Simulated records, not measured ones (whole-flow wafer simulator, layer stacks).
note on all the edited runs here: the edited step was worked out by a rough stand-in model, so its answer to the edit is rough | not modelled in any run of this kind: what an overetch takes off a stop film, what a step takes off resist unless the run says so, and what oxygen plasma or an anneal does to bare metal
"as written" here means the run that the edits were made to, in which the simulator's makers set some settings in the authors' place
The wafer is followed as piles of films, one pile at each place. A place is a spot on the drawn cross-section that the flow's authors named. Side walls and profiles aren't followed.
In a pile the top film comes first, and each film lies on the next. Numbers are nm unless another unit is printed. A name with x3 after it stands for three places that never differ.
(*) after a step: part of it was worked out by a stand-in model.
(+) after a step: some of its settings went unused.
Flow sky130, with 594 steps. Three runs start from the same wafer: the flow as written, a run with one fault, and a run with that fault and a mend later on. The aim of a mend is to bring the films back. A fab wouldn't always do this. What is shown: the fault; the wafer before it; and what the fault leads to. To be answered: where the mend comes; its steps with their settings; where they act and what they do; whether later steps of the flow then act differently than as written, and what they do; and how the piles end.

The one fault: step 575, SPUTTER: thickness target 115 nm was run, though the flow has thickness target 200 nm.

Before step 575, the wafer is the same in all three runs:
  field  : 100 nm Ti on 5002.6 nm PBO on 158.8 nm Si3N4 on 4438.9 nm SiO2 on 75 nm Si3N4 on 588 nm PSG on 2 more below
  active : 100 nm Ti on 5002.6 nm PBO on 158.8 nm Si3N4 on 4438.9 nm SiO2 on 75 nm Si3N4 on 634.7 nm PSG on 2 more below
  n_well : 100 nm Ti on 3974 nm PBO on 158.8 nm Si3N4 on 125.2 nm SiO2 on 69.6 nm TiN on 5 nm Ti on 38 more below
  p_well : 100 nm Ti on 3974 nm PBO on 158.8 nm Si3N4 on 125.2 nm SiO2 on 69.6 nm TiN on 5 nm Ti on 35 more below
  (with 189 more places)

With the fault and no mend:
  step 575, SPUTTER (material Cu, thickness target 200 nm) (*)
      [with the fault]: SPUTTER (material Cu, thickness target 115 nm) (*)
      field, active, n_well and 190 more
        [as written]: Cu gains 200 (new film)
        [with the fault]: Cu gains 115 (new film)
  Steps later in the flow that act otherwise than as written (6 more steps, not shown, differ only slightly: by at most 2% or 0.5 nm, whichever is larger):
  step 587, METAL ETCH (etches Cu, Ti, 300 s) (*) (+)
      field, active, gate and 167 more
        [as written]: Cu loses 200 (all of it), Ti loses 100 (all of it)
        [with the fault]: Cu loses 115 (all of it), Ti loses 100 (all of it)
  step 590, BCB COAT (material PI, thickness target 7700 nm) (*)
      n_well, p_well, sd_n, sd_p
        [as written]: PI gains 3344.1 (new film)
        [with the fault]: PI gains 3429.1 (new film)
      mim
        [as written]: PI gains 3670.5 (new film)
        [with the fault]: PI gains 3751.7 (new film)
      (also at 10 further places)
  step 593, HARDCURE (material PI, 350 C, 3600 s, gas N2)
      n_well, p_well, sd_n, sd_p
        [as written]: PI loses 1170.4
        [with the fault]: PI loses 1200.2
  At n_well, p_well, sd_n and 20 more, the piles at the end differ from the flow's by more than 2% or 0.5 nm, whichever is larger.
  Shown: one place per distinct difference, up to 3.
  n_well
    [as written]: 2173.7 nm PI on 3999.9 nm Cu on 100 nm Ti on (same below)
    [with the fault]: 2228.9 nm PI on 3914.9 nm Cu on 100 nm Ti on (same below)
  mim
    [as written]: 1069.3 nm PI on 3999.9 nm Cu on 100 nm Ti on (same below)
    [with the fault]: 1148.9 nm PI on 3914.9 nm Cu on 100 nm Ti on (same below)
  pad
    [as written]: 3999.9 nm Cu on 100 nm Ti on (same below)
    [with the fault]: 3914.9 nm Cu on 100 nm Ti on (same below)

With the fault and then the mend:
  After step 582 comes the mend.
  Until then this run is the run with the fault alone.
  step 582a, STRIP (chemistry NMP, 80 C, 900 s)
      wcut_nhv, wcut_phv, wcut_fox_pw and 23 more
        i-line resist loses 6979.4 (all of it)
      mim_edge_plate_strap, mim_edge_plate, mim_edge_gap, mim_edge_gap_sheet, vpp_l1ln, dnw_fox
        i-line resist loses 6980.8 (all of it)
      gate_len, gate_lvt_sd_len, gate_p_sd_len, gate_p_hvt_sd_len, gate_p_lvt_sd_len, gate_len_250
        i-line resist loses 6982 (all of it)
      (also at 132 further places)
  step 582b, SPUTTER (material Cu, thickness target 85 nm) (*) (a further turn of the flow's step 575, with different settings)
      field, active, n_well and 190 more
        Cu gains 85
  step 582c, HMDS (120 C, 60 s) (a further turn of the flow's step 577)
      leaves every film unchanged at each place that is followed
  step 582d, COAT (i-line resist, thickness 7000 nm) (*) (a further turn of the flow's step 578)
      dice_street, wcut_nhv, wcut_phv and 18 more
        i-line resist gains 7000 (new film)
      poly_ln, iso_pw_fox, gate_lvt_sd, active_lvt, spacer_lvt, sonos_sd, sonos_cell_x, sonos_guard_x
        i-line resist gains 7003.2 (new film)
      vpp_iso2, mim_edge_plate_strap, mim_edge_plate, mim_edge_gap, mim_edge_gap_sheet, gate_hv_nvt, de16_nw_sti
        i-line resist gains 7001.4 (new film)
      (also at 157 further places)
  step 582e, SOFTBAKE (i-line resist, 110 C, 180 s) (a further turn of the flow's step 579)
      de16_gate_pw, de16_pw_fp, de16_pw_sti, de16_psrc_nw
        i-line resist loses 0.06
      field, active_lvt
        i-line resist gains 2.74
      mim, vcap_hvt
        i-line resist loses 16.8
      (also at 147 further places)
  step 582f, EXPOSE (photomask CU1M) (a further turn of the flow's step 580)
      leaves every film unchanged at each place that is followed
  step 582g, PEB (i-line resist, 90 C, 60 s) (a further turn of the flow's step 581)
      field, active, n_well and 134 more
        i-line resist loses 0.07
      pad
        i-line resist loses 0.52
  step 582h, DEVELOP (thickness 7000 nm) (*) (a further turn of the flow's step 582)
      field, active, gate and 167 more
        i-line resist loses 20.6
      n_well, p_well, sd_n, sd_p
        i-line resist loses 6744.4 (all of it)
      dep_nw_sti, dep_ntap_nw, de16_nw_sti
        i-line resist loses 7000.7 (all of it)
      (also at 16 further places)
  Later steps of the flow that are run all act as written at every place that is followed.
  At every place that both follow, the piles at the end match the flow's.
